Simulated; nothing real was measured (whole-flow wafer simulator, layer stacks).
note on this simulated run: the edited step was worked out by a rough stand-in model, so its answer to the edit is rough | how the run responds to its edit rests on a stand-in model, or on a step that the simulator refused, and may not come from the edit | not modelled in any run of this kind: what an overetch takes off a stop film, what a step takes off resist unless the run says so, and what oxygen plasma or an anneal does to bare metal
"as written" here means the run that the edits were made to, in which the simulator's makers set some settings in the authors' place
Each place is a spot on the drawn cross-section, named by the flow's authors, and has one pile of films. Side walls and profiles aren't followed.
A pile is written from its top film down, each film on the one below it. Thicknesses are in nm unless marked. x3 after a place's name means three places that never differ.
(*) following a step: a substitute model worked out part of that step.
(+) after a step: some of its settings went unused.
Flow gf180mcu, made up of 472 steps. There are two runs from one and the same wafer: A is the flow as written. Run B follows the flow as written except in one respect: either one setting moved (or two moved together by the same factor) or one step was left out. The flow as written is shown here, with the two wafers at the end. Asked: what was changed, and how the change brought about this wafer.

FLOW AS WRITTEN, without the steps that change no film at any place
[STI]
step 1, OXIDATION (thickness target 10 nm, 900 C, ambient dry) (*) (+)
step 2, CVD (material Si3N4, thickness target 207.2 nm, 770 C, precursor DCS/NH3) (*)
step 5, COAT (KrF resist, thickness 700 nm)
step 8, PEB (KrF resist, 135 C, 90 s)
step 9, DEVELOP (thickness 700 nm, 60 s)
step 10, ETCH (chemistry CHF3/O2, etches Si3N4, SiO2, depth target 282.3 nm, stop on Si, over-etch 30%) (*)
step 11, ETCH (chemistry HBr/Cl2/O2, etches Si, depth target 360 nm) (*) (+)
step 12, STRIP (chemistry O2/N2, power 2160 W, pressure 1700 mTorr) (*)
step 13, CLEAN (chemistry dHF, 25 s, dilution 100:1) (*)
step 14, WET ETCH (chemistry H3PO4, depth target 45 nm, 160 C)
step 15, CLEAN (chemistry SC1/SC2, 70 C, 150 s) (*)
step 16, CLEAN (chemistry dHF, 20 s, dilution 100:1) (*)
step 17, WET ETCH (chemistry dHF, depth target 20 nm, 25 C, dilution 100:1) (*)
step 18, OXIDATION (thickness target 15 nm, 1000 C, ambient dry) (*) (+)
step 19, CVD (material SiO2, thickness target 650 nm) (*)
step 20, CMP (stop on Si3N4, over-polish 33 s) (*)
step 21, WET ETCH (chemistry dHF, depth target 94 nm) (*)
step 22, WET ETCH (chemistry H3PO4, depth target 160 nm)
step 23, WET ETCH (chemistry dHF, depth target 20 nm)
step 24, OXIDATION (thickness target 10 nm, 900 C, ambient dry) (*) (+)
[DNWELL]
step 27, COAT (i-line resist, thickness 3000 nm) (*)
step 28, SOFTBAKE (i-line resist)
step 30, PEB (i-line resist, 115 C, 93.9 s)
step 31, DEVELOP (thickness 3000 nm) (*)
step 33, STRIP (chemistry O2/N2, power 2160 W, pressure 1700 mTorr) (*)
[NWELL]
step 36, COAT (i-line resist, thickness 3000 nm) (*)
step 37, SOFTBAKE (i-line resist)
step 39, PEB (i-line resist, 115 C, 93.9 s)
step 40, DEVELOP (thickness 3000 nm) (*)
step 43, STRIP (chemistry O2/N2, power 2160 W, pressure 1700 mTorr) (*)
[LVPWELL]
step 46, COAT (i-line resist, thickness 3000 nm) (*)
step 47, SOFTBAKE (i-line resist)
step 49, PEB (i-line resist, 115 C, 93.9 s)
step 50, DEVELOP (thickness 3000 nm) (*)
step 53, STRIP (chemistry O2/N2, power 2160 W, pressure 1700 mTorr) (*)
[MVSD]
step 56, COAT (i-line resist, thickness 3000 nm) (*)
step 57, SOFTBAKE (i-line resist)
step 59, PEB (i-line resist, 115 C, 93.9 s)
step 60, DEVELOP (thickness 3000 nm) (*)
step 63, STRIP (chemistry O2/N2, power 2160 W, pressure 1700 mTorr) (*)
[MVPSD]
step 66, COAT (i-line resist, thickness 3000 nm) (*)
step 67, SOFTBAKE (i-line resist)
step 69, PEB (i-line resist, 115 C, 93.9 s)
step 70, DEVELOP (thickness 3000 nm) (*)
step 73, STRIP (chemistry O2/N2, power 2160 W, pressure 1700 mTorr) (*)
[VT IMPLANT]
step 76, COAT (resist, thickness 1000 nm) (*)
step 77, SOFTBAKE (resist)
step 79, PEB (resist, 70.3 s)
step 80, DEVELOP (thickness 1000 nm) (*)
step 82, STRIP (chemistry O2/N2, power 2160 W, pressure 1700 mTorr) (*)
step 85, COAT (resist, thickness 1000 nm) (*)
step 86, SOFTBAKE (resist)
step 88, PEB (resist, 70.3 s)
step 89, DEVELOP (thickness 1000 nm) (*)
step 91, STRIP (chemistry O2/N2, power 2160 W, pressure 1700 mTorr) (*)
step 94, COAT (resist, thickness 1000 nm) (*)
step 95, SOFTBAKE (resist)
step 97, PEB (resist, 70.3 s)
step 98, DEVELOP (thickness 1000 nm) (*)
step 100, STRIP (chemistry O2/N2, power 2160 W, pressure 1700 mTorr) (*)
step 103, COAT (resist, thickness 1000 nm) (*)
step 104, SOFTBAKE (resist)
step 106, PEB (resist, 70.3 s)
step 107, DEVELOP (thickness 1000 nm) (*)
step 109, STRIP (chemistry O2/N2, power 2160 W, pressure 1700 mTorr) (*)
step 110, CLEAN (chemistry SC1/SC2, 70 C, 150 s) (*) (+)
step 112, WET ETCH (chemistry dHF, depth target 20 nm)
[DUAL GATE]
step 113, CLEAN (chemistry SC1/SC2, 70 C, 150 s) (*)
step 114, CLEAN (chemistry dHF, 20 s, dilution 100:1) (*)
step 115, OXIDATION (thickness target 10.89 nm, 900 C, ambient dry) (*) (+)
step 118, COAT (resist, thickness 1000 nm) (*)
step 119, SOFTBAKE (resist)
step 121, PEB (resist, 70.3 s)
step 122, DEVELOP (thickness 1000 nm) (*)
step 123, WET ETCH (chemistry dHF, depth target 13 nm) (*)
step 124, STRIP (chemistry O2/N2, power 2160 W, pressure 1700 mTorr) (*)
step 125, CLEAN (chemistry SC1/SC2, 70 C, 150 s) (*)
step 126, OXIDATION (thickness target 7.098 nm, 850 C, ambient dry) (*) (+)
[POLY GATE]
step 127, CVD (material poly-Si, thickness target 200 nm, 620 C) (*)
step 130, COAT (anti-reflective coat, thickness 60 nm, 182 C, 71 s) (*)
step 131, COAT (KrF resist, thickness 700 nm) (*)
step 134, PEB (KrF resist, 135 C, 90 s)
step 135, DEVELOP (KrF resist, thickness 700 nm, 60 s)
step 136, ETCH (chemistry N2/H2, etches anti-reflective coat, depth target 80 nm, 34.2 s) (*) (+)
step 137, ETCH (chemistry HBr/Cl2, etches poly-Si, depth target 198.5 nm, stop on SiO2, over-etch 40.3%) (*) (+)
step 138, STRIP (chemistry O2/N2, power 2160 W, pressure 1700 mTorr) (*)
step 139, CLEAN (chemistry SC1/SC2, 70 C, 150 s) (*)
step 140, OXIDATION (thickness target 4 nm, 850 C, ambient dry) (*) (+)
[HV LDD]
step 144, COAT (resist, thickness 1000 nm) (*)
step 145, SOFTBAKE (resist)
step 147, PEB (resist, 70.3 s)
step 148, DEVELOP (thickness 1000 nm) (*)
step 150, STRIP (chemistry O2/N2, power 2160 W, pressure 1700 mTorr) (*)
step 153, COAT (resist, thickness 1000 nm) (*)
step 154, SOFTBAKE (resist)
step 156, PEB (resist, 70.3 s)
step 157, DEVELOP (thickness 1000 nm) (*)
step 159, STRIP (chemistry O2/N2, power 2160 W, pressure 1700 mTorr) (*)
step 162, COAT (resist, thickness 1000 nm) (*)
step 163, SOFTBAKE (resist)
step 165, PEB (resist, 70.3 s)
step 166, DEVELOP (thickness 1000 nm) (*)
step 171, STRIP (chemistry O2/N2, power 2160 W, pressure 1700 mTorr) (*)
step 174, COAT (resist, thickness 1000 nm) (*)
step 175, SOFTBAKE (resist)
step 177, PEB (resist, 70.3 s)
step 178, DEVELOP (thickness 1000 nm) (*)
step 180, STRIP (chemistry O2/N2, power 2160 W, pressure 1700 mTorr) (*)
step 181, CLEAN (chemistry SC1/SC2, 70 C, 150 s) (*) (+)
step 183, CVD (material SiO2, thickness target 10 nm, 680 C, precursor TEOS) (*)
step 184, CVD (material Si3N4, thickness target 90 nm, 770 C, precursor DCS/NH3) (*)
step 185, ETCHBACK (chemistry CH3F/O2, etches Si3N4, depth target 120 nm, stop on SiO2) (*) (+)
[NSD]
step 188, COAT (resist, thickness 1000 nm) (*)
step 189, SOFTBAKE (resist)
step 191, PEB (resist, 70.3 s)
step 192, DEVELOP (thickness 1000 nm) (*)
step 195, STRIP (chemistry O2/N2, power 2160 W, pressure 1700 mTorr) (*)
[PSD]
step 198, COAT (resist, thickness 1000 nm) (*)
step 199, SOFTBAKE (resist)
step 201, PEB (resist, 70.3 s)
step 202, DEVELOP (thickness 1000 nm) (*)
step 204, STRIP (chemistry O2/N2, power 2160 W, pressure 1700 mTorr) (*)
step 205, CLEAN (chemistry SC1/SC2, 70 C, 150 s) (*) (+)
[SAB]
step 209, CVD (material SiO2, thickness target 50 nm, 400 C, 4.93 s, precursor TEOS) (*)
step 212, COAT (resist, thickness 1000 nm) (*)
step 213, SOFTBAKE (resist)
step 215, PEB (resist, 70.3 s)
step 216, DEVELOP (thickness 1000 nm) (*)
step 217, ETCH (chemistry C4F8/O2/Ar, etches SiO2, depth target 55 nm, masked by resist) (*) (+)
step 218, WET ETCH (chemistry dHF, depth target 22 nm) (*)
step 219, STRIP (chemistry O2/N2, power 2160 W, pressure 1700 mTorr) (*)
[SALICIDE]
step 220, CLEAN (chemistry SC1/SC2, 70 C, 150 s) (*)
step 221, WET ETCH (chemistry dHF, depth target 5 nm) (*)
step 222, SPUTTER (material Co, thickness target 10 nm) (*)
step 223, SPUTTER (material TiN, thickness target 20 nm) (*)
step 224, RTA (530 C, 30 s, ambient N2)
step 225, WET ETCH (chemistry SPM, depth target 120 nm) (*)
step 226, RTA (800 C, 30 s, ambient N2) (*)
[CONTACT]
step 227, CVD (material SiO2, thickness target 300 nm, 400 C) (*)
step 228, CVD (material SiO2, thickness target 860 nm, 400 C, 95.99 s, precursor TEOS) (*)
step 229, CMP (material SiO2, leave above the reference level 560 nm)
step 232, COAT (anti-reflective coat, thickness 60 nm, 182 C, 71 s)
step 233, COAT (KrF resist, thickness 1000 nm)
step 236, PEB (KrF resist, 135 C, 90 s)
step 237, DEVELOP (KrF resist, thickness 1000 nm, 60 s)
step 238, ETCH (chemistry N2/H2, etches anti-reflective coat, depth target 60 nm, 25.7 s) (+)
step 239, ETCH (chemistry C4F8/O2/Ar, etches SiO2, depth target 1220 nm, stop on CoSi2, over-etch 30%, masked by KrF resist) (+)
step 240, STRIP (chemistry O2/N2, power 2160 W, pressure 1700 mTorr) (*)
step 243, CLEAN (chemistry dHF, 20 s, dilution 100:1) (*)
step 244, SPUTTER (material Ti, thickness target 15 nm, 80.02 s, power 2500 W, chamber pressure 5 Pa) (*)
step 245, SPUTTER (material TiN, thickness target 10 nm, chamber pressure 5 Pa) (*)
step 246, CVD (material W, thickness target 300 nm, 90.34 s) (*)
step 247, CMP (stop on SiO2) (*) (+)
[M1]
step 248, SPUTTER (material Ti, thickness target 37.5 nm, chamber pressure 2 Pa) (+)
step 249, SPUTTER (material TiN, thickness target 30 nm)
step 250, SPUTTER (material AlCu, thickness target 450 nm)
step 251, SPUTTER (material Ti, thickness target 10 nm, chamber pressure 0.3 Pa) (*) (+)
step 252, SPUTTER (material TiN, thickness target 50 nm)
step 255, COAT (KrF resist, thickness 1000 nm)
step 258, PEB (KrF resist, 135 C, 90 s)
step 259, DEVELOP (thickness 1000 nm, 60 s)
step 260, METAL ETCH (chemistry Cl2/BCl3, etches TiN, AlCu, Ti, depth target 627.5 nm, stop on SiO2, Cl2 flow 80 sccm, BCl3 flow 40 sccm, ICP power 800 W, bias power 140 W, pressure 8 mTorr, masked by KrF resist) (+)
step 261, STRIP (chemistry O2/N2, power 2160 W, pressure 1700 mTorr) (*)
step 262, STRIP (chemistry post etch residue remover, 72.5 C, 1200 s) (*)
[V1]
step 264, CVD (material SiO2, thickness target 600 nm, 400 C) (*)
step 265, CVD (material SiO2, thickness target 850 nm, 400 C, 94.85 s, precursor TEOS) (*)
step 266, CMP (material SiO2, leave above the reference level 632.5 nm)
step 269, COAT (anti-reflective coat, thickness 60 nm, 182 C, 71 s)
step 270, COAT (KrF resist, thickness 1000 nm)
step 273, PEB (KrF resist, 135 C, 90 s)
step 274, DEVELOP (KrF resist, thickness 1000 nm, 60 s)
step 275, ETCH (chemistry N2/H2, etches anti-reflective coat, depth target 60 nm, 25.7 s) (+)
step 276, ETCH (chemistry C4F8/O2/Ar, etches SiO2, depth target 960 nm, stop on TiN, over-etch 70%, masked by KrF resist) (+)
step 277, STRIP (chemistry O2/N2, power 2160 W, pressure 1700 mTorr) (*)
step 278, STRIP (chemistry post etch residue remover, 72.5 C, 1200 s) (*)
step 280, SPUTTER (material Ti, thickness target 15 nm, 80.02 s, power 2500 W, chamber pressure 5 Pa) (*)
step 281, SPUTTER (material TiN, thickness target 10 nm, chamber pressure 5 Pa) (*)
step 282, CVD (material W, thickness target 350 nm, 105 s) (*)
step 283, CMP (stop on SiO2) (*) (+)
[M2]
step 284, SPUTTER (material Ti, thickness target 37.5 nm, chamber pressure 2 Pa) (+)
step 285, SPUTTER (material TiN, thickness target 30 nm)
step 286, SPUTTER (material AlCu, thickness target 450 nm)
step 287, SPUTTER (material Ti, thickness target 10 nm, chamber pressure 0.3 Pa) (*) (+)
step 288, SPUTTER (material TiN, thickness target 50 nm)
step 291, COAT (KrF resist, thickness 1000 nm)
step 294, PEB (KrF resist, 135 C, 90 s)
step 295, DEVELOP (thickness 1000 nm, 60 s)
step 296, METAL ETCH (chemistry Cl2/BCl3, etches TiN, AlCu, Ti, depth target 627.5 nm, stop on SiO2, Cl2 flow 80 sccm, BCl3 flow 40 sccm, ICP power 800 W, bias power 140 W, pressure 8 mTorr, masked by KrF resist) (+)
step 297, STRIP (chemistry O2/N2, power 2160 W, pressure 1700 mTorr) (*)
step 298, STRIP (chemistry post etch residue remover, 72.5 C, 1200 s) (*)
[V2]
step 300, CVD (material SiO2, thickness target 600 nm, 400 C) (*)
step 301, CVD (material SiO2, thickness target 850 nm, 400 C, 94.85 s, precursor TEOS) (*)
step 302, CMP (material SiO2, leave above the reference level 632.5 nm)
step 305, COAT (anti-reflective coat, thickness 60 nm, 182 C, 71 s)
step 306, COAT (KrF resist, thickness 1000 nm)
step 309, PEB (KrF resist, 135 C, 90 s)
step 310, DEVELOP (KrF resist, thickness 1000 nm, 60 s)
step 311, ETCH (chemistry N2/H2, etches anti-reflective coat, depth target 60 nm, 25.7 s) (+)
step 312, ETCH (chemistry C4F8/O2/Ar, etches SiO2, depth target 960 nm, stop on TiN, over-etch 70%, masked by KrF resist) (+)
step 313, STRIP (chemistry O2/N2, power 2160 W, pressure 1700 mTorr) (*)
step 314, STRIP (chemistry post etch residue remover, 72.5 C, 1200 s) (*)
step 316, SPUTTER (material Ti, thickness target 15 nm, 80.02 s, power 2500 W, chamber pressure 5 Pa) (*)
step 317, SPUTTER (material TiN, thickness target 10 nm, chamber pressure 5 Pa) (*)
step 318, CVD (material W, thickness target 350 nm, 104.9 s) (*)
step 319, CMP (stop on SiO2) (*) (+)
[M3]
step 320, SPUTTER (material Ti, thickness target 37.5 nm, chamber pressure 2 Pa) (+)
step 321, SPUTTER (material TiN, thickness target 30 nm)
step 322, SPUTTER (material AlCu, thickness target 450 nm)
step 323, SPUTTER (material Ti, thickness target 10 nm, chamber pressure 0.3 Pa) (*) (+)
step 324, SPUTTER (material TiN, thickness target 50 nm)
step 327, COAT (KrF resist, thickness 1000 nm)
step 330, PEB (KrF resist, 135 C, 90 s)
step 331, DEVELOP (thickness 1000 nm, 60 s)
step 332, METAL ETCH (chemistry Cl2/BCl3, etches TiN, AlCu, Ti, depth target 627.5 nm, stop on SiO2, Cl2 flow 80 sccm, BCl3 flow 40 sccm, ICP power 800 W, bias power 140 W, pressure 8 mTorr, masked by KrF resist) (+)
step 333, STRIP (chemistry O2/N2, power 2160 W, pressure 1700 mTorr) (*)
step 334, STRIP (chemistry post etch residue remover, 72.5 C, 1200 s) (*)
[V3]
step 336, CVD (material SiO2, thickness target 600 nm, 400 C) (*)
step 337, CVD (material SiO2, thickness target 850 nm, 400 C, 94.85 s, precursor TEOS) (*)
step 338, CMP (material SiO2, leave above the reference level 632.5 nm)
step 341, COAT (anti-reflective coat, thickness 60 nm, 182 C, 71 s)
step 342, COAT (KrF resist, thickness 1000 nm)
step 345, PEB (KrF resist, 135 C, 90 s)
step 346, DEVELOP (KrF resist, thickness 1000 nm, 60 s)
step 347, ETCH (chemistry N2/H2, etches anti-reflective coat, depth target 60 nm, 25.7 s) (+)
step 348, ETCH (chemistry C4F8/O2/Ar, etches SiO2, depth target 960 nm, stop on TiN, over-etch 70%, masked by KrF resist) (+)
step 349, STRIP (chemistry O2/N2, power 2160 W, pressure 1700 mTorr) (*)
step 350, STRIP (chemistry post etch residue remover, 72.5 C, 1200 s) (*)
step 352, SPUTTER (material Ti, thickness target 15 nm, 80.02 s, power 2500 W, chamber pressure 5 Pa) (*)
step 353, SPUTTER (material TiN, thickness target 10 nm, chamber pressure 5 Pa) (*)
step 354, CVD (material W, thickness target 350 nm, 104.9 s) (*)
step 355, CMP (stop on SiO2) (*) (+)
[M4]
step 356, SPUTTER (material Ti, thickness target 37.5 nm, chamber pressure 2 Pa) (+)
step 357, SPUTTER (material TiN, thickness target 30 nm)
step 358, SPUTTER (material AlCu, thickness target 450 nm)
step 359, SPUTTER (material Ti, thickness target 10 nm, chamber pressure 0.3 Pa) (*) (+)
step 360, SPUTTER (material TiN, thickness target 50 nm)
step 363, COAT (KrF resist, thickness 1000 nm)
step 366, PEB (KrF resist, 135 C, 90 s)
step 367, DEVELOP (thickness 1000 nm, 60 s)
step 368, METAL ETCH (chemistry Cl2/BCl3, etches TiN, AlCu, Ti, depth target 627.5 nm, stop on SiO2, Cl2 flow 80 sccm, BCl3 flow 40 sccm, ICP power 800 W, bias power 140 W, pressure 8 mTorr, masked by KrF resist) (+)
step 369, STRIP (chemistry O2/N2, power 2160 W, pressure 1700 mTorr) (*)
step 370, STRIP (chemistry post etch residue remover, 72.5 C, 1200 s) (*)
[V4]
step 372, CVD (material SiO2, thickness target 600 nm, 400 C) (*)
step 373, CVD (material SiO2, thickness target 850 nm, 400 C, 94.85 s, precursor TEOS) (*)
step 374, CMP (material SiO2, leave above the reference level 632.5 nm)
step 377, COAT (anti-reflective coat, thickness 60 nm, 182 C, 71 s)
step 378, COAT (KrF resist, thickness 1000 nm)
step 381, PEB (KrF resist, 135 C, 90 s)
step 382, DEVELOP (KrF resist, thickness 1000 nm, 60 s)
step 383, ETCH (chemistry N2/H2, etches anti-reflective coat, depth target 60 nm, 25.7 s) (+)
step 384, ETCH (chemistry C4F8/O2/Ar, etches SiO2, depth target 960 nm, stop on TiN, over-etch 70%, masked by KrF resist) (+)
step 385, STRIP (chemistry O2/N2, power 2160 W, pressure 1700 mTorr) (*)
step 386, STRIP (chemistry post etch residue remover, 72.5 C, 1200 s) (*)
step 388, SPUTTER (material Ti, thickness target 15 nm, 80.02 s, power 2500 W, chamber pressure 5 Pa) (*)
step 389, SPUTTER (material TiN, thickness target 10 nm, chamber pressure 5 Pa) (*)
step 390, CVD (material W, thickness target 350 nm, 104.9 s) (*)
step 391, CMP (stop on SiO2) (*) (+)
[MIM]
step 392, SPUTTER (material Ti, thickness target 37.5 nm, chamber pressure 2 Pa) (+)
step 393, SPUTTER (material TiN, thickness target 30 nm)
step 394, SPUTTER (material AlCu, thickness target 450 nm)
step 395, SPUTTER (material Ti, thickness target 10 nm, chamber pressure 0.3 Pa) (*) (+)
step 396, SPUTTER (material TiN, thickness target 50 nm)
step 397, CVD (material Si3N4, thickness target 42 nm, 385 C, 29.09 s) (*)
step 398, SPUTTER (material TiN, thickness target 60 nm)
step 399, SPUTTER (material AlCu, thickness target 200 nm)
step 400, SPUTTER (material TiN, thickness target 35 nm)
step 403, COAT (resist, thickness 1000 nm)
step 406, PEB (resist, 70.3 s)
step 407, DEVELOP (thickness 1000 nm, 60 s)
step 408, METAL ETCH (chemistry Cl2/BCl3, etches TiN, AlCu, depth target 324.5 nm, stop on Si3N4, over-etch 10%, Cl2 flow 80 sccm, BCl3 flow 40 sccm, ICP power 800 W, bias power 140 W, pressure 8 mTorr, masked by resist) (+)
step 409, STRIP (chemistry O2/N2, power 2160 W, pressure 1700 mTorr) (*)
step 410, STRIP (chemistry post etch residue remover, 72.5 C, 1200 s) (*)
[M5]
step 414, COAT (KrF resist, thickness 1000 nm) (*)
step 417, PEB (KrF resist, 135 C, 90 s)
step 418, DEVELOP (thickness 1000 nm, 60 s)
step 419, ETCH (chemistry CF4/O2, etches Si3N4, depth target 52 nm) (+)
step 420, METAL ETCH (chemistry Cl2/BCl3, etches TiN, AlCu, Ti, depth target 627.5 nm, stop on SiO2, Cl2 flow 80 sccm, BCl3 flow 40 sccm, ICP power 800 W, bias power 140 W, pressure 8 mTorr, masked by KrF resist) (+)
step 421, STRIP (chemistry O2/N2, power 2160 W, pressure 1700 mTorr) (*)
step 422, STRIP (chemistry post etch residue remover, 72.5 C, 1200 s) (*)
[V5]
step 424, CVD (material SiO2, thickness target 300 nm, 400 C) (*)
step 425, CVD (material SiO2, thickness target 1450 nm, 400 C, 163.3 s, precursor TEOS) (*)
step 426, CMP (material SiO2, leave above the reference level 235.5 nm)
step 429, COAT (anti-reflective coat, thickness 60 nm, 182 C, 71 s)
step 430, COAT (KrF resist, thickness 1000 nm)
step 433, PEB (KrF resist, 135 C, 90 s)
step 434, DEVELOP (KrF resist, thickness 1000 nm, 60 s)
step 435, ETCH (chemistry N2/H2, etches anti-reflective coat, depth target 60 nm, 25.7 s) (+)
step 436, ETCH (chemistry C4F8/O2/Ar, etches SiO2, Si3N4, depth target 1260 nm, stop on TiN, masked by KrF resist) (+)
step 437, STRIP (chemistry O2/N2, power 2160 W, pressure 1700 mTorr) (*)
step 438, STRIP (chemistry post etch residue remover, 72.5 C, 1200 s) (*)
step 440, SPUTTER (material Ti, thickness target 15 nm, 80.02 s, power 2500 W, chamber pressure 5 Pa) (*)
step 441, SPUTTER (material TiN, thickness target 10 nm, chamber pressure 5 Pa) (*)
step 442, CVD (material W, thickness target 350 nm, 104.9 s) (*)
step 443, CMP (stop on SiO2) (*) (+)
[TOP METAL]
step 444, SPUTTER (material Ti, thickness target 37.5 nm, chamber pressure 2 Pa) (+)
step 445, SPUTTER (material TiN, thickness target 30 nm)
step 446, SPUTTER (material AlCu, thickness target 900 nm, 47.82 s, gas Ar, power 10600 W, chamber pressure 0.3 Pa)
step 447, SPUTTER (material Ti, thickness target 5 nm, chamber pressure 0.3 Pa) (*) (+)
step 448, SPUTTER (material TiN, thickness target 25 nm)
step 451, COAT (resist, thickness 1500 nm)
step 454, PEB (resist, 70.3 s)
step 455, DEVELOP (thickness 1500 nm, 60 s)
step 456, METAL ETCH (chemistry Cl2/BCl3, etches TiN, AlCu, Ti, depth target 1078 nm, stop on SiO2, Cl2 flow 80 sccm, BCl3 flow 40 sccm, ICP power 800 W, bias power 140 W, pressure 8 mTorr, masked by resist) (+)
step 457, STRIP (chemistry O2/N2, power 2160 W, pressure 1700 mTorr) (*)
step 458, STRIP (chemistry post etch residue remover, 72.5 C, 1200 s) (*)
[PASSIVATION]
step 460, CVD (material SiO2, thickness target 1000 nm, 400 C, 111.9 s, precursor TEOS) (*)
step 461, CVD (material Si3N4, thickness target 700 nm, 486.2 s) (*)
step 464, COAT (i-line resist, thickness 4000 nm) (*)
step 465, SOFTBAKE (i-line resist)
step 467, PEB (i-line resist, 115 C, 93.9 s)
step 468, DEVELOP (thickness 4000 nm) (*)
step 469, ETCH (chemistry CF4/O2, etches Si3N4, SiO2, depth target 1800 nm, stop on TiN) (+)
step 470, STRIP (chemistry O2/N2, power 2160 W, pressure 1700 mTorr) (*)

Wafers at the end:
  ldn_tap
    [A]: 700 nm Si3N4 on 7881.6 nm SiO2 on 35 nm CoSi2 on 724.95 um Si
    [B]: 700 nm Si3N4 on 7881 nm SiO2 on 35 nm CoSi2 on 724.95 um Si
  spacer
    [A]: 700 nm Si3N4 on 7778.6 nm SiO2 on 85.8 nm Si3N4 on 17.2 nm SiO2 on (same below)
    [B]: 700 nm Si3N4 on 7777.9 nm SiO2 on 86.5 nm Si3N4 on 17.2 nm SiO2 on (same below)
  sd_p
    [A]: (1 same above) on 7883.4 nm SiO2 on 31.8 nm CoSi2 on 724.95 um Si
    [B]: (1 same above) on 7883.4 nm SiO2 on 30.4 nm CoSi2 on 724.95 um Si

What caused this: step 209, CVD: thickness target 76.5 nm was run, whereas the flow has thickness target 50 nm; step 209, CVD: 7.543 s was run, where the flow has 4.93 s.

Step by step, how the change led to this:
  step 209, CVD (material SiO2, thickness target 50 nm, 400 C, 4.93 s, precursor TEOS) (*)
      field, field__w7, field__w8 and 73 more: A SiO2 gains 50 | B SiO2 gains 75.5
      field_sub__w1, field_sub__w3, field_sub__w4, field_sub__w5, ld_drift_n, nplus_u: A SiO2 gains 48.9 | B SiO2 gains 73.9
      (also at 27 further places)
  step 217, ETCH (chemistry C4F8/O2/Ar, etches SiO2, depth target 55 nm, masked by resist) (*) (+)
      spacer: A SiO2 loses 50 (all of it), Si3N4 loses 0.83 | B SiO2 loses 55
  step 218, WET ETCH (chemistry dHF, depth target 22 nm) (*)
      ldn_tap, ldn_src, ldn_drn, ldp_tap, ldp_src, ldp_drn, ldp_gr: A SiO2 loses 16 (all of it) | B SiO2 loses 39
      ld_drn_n, ld_sd_p: A SiO2 loses 14.8 (all of it) | B SiO2 loses 37.7
      (also at 91 further places)
  step 219, STRIP (chemistry O2/N2, power 2160 W, pressure 1700 mTorr) (*)
      active_hv, active_nat, ld_sd_n and 11 more: A chemical SiO2 gains 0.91 (new film), Si loses 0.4 | B nothing
  step 221, WET ETCH (chemistry dHF, depth target 5 nm) (*)
      ldn_tap, ldp_tap, ldp_src, ldp_drn, ldp_gr: A chemical SiO2 loses 0.76 (all of it) | B SiO2 loses 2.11 (all of it)
      ld_drn_n, ld_sd_p: A chemical SiO2 loses 0.76 (all of it) | B SiO2 loses 1.66 (all of it)
      (also at 7 further places)
  step 223, SPUTTER (material TiN, thickness target 20 nm) (*)
      field__w12: A TiN gains 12 (new film) | B TiN gains 12.7 (new film)
      sd_p: A TiN gains 17.9 (new film) | B TiN gains 17.1 (new film)
      (also at 1 further place)
  step 224, RTA (530 C, 30 s, ambient N2)
      sd_p: A under 1 film: CoSi gains 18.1 (new film), Co loses 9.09 (all of it), Si loses 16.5 | B under 1 film: CoSi gains 17.3 (new film), Co loses 8.71 (all of it), Si loses 15.8
  step 225, WET ETCH (chemistry SPM, depth target 120 nm) (*)
      field__w12: A TiN loses 12 (all of it), Co loses 6.15 (all of it) | B TiN loses 12.7 (all of it), Co loses 6.45 (all of it)
      sd_p: A TiN loses 17.9 (all of it) | B TiN loses 17.1 (all of it)
      (also at 1 further place)
  step 226, RTA (800 C, 30 s, ambient N2) (*)
      sd_p: A CoSi2 gains 31.8 (new film), CoSi loses 18.1 (all of it), Si loses 16.5 | B CoSi2 gains 30.4 (new film), CoSi loses 17.3 (all of it), Si loses 15.8
  step 229, CMP (material SiO2, leave above the reference level 560 nm)
      ldn_sep__w1, ldn_sep__w2, ldn_dft and 8 more: A SiO2 loses 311 | B SiO2 loses 320.9
      sti, mim_1p0, pad, dice_street, iso_nw_fld, iso_fld_sub: A SiO2 loses 296.8 | B SiO2 loses 306.7
      (also at 44 further places)
